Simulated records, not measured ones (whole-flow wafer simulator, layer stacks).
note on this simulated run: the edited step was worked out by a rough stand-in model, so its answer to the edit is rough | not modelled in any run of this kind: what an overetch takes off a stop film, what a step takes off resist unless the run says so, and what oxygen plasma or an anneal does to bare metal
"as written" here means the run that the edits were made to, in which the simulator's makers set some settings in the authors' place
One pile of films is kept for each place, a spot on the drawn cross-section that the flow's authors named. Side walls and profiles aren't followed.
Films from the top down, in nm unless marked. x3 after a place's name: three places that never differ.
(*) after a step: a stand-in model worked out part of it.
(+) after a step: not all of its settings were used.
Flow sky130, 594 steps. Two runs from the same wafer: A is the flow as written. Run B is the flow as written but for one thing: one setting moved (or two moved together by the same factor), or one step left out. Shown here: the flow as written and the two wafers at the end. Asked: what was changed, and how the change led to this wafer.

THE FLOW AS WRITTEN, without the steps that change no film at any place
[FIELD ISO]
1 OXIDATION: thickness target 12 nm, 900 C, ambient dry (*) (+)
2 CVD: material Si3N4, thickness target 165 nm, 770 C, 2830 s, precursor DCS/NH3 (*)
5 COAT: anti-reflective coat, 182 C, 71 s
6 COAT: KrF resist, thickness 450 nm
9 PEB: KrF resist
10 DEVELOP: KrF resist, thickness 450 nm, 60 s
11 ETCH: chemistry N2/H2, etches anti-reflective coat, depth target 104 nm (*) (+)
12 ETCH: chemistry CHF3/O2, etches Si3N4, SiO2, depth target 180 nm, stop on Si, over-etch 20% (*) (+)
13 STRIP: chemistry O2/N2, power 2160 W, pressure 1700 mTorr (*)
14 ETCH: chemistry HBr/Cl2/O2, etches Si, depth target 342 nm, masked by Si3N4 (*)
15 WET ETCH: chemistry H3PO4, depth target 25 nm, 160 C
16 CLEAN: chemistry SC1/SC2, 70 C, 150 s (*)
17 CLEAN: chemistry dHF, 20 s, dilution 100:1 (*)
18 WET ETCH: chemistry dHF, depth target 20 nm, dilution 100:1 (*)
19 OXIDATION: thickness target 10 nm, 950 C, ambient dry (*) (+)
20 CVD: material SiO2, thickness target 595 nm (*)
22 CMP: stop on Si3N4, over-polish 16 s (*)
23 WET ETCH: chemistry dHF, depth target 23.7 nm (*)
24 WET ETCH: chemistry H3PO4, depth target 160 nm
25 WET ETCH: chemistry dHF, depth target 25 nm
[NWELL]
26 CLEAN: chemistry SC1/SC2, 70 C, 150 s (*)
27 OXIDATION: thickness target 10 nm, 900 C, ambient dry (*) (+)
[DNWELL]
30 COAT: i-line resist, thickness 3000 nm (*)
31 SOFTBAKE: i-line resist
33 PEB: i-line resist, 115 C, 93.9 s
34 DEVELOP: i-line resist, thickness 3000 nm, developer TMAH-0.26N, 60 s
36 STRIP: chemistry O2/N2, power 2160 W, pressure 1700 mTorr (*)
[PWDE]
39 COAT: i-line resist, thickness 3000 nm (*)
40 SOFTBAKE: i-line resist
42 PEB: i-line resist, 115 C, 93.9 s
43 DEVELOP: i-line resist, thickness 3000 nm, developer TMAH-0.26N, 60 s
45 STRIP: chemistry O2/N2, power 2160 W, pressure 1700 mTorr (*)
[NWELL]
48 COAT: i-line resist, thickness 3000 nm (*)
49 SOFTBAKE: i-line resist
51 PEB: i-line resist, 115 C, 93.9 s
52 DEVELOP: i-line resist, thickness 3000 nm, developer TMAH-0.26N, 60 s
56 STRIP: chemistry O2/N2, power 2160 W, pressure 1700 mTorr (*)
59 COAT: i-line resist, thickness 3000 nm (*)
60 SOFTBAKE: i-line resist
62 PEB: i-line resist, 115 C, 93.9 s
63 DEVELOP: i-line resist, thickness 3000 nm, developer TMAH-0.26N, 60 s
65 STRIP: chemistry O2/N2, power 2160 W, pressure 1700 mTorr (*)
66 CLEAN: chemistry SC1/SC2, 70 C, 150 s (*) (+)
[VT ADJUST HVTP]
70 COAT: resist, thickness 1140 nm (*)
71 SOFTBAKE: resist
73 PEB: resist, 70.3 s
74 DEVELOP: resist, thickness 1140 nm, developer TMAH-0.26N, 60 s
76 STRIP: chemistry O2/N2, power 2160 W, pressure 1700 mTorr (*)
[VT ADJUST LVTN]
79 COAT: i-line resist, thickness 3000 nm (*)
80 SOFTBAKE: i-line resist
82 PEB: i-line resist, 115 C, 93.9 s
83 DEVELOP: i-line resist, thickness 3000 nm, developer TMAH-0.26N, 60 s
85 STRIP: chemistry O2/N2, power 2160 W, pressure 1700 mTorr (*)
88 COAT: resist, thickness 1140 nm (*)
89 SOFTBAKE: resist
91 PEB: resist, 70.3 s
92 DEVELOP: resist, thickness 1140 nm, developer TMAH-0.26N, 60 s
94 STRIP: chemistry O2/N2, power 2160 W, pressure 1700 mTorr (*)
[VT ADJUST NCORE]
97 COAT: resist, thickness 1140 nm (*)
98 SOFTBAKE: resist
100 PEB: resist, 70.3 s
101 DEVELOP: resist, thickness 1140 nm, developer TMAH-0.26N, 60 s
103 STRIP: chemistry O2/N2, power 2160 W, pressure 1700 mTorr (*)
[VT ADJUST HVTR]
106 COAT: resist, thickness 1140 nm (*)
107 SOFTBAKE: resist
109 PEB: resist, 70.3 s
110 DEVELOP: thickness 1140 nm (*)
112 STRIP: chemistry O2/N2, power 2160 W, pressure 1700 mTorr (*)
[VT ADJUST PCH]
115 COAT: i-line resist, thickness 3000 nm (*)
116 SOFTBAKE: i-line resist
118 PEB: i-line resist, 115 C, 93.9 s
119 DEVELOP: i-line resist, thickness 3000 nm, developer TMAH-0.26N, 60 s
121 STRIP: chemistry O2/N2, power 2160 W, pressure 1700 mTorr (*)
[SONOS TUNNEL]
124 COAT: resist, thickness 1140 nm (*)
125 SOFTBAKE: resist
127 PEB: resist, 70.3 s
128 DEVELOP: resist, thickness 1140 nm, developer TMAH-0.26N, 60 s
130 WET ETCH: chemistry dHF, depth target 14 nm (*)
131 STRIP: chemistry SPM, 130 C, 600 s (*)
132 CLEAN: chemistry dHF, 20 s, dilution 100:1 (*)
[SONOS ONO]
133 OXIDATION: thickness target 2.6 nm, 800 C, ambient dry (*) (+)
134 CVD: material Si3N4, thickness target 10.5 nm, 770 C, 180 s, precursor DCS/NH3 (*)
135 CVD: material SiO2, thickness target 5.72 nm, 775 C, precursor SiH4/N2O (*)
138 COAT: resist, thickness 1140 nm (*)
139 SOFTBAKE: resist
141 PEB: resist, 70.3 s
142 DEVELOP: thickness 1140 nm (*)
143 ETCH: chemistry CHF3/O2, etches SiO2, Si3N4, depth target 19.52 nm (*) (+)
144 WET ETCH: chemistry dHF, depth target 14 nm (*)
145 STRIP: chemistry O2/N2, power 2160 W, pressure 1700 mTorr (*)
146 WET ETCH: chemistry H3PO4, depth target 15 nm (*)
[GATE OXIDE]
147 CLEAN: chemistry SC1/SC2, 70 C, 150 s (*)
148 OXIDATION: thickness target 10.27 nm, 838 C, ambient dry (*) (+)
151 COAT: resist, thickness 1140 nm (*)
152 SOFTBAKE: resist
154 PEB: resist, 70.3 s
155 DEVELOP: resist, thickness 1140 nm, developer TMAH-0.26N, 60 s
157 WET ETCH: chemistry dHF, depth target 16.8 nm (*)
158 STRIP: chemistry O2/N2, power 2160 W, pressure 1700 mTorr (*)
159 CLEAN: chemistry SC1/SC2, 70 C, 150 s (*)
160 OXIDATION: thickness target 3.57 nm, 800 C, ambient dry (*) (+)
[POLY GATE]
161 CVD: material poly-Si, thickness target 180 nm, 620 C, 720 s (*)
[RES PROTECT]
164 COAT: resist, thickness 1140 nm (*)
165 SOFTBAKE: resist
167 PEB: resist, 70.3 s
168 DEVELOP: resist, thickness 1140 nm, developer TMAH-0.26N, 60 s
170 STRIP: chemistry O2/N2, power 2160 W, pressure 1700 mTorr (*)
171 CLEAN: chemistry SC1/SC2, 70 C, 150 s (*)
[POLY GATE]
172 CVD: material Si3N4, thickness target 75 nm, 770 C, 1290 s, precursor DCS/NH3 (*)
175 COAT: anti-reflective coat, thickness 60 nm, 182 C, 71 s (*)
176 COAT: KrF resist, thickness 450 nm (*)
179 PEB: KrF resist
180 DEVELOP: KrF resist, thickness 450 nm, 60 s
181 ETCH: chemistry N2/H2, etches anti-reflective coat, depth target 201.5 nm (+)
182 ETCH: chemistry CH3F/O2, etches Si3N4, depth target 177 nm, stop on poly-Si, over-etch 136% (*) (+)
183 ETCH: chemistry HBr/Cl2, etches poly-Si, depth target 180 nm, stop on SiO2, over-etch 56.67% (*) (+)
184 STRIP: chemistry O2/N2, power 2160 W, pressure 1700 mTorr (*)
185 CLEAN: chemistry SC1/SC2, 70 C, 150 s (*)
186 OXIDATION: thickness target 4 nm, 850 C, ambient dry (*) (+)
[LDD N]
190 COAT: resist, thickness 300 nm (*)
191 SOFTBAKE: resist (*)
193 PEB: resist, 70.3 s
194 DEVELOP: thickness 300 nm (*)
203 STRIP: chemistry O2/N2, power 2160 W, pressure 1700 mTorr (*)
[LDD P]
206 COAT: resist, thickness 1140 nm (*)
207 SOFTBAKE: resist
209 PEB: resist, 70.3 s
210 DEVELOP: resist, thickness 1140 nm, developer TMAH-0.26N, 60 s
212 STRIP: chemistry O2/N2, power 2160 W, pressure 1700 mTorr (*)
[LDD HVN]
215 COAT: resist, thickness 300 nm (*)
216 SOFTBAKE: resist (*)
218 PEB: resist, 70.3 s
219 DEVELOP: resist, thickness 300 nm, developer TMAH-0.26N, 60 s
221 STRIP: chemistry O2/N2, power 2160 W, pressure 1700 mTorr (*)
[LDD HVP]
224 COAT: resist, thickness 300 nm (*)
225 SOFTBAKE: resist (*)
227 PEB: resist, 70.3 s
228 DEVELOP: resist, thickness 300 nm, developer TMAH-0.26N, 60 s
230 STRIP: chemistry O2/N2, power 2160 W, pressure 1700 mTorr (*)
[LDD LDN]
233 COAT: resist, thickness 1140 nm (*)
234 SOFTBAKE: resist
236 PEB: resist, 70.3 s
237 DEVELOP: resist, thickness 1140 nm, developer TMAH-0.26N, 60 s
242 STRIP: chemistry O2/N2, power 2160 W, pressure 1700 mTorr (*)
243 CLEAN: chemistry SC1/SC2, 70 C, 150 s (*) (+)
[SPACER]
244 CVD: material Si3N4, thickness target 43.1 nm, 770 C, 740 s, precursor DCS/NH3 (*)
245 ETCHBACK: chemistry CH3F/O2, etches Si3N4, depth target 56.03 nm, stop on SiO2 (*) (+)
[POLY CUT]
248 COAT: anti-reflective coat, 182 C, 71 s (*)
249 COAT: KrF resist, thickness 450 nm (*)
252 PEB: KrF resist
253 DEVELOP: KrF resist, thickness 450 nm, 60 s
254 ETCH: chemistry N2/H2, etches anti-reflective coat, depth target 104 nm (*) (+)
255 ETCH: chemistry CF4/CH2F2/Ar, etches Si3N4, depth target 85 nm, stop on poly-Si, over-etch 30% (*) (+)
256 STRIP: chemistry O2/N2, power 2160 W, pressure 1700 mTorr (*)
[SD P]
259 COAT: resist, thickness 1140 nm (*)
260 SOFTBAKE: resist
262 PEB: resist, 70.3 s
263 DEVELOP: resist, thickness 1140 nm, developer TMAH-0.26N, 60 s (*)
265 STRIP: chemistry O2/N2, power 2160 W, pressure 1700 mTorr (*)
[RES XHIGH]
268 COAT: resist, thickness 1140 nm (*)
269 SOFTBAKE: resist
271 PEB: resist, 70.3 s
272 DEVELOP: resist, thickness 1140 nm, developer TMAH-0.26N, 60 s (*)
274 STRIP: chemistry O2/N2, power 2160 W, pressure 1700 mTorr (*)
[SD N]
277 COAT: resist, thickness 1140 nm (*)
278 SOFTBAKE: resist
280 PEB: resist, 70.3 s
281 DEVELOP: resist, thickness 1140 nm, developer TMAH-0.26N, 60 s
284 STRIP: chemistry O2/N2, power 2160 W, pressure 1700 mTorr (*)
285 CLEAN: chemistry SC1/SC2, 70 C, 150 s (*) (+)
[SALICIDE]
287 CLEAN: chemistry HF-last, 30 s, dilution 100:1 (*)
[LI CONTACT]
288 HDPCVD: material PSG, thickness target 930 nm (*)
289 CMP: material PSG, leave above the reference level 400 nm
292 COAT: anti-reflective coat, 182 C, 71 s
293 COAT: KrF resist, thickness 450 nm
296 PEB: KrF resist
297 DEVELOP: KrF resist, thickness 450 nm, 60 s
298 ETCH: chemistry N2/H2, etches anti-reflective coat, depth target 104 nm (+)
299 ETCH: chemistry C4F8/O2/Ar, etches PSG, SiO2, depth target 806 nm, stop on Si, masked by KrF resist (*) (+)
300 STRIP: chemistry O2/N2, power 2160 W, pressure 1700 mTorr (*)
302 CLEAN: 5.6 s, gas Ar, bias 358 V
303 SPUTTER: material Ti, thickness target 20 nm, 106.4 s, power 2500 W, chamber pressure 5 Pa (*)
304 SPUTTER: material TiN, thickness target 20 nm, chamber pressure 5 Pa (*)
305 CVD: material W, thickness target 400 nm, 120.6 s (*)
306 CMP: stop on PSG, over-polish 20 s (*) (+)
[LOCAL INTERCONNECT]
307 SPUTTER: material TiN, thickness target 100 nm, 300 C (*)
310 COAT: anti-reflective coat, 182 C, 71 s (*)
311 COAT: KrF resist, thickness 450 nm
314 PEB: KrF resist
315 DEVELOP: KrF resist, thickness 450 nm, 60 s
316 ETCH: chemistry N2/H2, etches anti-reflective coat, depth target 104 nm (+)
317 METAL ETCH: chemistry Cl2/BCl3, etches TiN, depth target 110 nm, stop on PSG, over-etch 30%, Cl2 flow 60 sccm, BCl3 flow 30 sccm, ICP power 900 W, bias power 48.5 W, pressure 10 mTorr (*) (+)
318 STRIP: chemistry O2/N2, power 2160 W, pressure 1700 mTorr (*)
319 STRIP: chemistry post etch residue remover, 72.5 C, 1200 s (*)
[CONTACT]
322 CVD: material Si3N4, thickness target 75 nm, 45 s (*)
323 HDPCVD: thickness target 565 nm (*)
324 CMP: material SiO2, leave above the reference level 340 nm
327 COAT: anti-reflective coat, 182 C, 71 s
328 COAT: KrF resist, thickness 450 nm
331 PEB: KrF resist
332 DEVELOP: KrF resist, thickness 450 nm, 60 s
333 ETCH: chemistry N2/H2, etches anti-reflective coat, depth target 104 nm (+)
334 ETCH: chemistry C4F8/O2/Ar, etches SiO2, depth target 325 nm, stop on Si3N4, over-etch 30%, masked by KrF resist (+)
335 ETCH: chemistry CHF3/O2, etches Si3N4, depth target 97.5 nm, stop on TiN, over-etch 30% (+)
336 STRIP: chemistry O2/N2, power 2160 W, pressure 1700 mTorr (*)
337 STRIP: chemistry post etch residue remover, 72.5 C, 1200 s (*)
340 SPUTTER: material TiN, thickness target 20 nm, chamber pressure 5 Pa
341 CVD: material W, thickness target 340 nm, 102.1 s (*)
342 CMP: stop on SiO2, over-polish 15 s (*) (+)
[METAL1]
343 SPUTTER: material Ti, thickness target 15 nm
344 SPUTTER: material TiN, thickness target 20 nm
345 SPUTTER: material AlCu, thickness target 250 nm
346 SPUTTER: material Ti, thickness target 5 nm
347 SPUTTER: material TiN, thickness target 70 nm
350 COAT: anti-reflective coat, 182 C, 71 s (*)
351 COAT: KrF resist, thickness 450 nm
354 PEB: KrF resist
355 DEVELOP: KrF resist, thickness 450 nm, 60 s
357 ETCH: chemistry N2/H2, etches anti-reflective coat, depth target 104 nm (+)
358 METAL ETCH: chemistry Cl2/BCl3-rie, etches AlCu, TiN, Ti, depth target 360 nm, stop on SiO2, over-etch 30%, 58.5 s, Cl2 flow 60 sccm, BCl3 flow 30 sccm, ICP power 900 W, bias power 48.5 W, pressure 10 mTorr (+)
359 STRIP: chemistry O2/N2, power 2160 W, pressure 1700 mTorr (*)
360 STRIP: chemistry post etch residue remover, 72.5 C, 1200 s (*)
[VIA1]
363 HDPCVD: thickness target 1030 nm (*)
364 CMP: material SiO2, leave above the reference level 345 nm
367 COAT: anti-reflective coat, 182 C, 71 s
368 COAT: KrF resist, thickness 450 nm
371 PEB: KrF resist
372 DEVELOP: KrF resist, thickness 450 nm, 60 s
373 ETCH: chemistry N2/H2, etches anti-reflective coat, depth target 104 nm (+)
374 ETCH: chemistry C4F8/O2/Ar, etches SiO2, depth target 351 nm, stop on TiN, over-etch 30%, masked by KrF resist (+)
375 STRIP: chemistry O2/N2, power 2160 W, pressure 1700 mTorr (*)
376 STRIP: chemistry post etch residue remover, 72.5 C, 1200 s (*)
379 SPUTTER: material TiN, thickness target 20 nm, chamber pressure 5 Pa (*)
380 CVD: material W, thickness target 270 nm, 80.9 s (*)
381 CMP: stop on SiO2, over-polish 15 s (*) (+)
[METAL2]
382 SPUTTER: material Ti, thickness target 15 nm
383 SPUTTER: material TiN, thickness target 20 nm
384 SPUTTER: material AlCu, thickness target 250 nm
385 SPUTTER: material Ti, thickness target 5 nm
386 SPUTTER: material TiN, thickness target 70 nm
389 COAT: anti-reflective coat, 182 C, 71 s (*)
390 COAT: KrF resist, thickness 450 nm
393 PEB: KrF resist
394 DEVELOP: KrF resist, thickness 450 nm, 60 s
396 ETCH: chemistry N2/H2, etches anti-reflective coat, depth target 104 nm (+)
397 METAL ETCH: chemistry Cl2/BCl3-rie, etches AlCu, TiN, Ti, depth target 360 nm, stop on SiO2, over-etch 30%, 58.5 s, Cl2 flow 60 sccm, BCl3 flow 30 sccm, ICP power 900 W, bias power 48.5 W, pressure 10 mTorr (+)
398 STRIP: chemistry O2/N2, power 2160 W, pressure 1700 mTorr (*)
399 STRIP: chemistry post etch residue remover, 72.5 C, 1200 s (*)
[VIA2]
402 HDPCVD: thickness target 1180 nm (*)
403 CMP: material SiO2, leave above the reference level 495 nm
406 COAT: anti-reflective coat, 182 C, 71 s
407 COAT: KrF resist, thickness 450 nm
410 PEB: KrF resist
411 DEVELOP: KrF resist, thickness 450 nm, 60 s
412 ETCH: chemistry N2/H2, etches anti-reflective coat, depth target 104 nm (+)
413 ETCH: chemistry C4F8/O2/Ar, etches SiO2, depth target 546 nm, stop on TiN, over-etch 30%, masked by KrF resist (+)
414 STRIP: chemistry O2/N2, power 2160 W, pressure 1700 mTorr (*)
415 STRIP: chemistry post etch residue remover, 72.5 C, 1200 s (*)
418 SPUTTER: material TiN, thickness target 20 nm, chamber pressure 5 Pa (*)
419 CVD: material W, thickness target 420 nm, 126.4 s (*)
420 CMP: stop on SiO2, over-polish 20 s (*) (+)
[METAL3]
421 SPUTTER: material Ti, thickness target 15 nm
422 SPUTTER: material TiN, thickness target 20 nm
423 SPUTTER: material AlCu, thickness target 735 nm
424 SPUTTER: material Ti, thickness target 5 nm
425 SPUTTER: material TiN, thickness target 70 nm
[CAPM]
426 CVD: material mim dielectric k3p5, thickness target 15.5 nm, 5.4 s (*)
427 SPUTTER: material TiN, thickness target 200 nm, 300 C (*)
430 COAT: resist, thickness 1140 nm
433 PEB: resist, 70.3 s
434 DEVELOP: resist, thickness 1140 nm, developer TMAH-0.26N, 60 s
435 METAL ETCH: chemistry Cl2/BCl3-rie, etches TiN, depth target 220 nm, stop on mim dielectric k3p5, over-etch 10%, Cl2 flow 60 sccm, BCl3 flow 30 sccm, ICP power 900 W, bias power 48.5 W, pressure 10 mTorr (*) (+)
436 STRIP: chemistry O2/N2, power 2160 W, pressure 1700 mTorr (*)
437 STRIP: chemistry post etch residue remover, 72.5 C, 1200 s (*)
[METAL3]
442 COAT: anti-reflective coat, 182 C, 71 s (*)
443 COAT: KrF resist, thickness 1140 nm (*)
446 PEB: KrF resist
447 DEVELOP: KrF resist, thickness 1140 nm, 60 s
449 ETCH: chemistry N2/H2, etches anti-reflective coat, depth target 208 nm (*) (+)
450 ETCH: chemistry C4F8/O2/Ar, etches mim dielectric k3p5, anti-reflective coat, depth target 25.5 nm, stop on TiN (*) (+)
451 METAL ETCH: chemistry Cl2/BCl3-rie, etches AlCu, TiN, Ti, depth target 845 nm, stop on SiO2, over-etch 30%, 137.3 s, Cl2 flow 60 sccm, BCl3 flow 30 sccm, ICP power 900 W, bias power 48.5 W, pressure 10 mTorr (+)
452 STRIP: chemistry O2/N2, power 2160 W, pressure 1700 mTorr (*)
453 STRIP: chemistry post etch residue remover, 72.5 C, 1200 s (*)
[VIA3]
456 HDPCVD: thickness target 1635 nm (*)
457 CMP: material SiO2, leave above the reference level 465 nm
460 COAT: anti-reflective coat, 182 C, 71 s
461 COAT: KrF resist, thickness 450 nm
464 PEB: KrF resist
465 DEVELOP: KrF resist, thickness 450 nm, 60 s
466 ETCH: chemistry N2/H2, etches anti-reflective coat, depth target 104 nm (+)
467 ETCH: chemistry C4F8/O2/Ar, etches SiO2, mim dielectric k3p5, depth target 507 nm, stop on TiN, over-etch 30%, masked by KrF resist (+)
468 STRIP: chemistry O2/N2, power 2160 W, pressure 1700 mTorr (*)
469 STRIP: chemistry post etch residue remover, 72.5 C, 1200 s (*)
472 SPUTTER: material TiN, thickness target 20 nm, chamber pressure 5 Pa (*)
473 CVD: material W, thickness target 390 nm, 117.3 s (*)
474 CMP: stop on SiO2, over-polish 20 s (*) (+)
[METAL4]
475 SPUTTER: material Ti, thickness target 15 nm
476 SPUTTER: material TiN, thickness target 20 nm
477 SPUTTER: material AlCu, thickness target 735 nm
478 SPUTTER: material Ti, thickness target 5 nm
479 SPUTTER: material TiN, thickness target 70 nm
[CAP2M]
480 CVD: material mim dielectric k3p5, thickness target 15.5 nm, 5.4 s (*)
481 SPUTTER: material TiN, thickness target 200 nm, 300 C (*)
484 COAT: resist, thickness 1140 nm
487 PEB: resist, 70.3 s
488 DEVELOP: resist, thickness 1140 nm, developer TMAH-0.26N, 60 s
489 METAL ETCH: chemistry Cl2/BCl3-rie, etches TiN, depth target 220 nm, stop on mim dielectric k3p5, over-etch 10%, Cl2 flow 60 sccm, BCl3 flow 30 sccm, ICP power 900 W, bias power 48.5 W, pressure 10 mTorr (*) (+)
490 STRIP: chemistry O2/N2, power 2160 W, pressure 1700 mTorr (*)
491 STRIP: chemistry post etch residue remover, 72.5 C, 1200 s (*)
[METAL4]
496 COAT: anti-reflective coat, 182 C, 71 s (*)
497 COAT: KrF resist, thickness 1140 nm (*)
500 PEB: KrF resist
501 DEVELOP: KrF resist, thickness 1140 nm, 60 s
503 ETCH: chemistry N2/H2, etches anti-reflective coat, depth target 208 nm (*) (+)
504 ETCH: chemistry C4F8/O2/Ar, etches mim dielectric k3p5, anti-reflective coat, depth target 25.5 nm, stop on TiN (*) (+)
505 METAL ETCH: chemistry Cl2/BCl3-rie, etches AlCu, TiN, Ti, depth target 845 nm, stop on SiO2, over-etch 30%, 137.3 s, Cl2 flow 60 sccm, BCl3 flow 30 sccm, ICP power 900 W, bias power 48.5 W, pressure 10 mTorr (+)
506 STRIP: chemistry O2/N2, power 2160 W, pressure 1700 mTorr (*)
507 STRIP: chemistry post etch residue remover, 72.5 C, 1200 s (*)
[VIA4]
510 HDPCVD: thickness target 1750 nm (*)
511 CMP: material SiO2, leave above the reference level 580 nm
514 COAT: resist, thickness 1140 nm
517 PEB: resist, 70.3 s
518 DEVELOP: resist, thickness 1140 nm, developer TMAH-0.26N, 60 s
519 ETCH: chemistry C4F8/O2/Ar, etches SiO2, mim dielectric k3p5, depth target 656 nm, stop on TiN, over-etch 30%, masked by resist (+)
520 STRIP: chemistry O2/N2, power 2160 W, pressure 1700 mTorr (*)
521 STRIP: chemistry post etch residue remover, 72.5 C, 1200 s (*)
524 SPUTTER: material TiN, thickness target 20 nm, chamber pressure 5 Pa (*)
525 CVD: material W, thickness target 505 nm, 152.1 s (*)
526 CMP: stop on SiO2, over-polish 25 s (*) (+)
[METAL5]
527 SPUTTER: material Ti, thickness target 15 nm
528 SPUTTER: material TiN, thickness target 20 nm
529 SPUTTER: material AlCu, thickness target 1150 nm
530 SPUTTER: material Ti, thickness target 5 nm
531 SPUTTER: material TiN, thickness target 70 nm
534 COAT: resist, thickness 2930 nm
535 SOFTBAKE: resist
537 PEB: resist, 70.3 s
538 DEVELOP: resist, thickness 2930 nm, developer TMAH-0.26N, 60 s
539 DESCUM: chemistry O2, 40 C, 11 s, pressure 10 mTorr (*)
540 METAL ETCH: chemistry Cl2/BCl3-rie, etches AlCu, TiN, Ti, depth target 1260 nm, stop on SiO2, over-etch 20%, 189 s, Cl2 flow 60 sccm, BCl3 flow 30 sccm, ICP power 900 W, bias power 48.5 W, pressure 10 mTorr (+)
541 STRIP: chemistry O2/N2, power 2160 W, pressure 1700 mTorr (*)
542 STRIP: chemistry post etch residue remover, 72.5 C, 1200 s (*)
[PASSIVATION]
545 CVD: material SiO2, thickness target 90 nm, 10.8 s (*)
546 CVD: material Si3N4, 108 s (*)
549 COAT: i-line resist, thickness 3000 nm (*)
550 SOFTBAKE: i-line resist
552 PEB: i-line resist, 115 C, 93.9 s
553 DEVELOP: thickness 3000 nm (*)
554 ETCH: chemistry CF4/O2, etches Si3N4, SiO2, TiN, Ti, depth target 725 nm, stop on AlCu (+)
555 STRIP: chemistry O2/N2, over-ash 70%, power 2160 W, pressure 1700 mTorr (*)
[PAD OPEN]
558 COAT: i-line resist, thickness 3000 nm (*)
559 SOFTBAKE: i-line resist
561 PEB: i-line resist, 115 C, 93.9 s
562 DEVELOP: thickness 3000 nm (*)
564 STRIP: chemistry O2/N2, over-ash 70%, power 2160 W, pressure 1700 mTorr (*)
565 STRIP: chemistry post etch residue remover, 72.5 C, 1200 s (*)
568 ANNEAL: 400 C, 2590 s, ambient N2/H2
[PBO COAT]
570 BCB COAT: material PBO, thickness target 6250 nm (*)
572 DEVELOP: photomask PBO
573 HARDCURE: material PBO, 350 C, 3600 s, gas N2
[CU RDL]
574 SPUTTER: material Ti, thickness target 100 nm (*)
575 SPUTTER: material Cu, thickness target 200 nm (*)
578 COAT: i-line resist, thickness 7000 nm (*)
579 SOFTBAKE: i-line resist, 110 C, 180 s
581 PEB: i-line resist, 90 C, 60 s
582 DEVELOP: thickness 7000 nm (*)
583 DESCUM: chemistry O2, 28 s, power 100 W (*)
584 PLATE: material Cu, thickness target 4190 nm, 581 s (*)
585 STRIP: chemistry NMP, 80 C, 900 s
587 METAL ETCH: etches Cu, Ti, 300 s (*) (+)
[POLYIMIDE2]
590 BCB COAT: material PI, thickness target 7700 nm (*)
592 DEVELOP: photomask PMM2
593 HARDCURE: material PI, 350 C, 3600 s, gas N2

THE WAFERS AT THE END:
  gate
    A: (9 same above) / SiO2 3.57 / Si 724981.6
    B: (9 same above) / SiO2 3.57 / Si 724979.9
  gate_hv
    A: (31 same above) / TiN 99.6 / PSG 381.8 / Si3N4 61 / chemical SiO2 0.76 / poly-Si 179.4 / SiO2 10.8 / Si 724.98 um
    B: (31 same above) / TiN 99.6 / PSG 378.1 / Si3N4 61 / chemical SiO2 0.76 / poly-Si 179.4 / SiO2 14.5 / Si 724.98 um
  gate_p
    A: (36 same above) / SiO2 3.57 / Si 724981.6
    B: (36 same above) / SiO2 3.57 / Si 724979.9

The cause: step 148, OXIDATION: thickness target 14.07 nm was run, where the flow has thickness target 10.27 nm.

How the change led to this, step by step:
  148 OXIDATION: thickness target 10.27 nm, 838 C, ambient dry (*) (+)
      active, n_well, p_well and 98 more: A SiO2 +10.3 (new film), chemical SiO2 -0.76 (all of it), Si -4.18 | B SiO2 +14.1 (new film), chemical SiO2 -0.76 (all of it), Si -5.86
      mim, vpp_sp, vpp_ln and 61 more: A SiO2 +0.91, Si -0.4 | B SiO2 +1.51, Si -0.67
      (and at 23 more places)
  152 SOFTBAKE: resist
      nw_fld: A resist -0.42 | B resist +1.17
      field: A resist -0.67 | B resist -0.04
      (and at 2 more places)
  157 WET ETCH: chemistry dHF, depth target 16.8 nm (*)
      active, n_well, p_well and 58 more: A SiO2 -10.3 (all of it) | B SiO2 -14.1 (all of it)
  175 COAT: anti-reflective coat, thickness 60 nm, 182 C, 71 s (*)
      active: A anti-reflective coat +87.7 (new film) | B anti-reflective coat +89.6 (new film)
      m1: A anti-reflective coat +74.7 (new film) | B anti-reflective coat +73.1 (new film)
      (and at 10 more places)
  181 ETCH: chemistry N2/H2, etches anti-reflective coat, depth target 201.5 nm (+)
      active: A anti-reflective coat -87.7 (all of it), Si3N4 -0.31 | B anti-reflective coat -89.6 (all of it), Si3N4 -0.26
      nwell_res: A anti-reflective coat -74 (all of it), Si3N4 -0.49 | B anti-reflective coat -75.7 (all of it), Si3N4 -0.44
      (and at 7 more places)
  184 STRIP: chemistry O2/N2, power 2160 W, pressure 1700 mTorr (*)
      m1: A KrF resist -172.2 (all of it), anti-reflective coat -74.7 (all of it) | B KrF resist -172.7 (all of it), anti-reflective coat -73.1 (all of it)
      wcut_fox_pw: A KrF resist -171.3 (all of it), anti-reflective coat -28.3 (all of it) | B KrF resist -171.9 (all of it), anti-reflective coat -28.9 (all of it)
      (and at 1 more place)
  190 COAT: resist, thickness 300 nm (*)
      n_well: A resist +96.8 (new film) | B resist +98.8 (new film)
  203 STRIP: chemistry O2/N2, power 2160 W, pressure 1700 mTorr (*)
      n_well: A resist -95.8 (all of it) | B resist -97.8 (all of it)
      pad: A resist -86.4 (all of it) | B resist -84.6 (all of it)
  215 COAT: resist, thickness 300 nm (*)
      n_well: A resist +96.8 (new film) | B resist +98.8 (new film)
  221 STRIP: chemistry O2/N2, power 2160 W, pressure 1700 mTorr (*)
      n_well: A resist -95.8 (all of it) | B resist -97.8 (all of it)
      pad: A resist -86.4 (all of it) | B resist -84.6 (all of it)
  224 COAT: resist, thickness 300 nm (*)
      n_well: A resist +96.8 (new film) | B resist +98.8 (new film)
  230 STRIP: chemistry O2/N2, power 2160 W, pressure 1700 mTorr (*)
      n_well: A resist -95.8 (all of it) | B resist -97.8 (all of it)
      pad: A resist -86.4 (all of it) | B resist -84.6 (all of it)
  248 COAT: anti-reflective coat, 182 C, 71 s (*)
      m1: A anti-reflective coat +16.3 (new film) | B anti-reflective coat +15.1 (new film)
      pplus_nw: A anti-reflective coat +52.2 (new film) | B anti-reflective coat +53.8 (new film)
      (and at 10 more places)
  256 STRIP: chemistry O2/N2, power 2160 W, pressure 1700 mTorr (*)
      m1: A KrF resist -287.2 (all of it), anti-reflective coat -16.3 (all of it) | B KrF resist -286.3 (all of it), anti-reflective coat -15.1 (all of it)
      pplus_nw: A KrF resist -444.5 (all of it), anti-reflective coat -52.2 (all of it) | B KrF resist -444.7 (all of it), anti-reflective coat -53.8 (all of it)
      (and at 10 more places)
  306 CMP: stop on PSG, over-polish 20 s (*) (+)
      poly_licon: A W -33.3 | B W -35.3
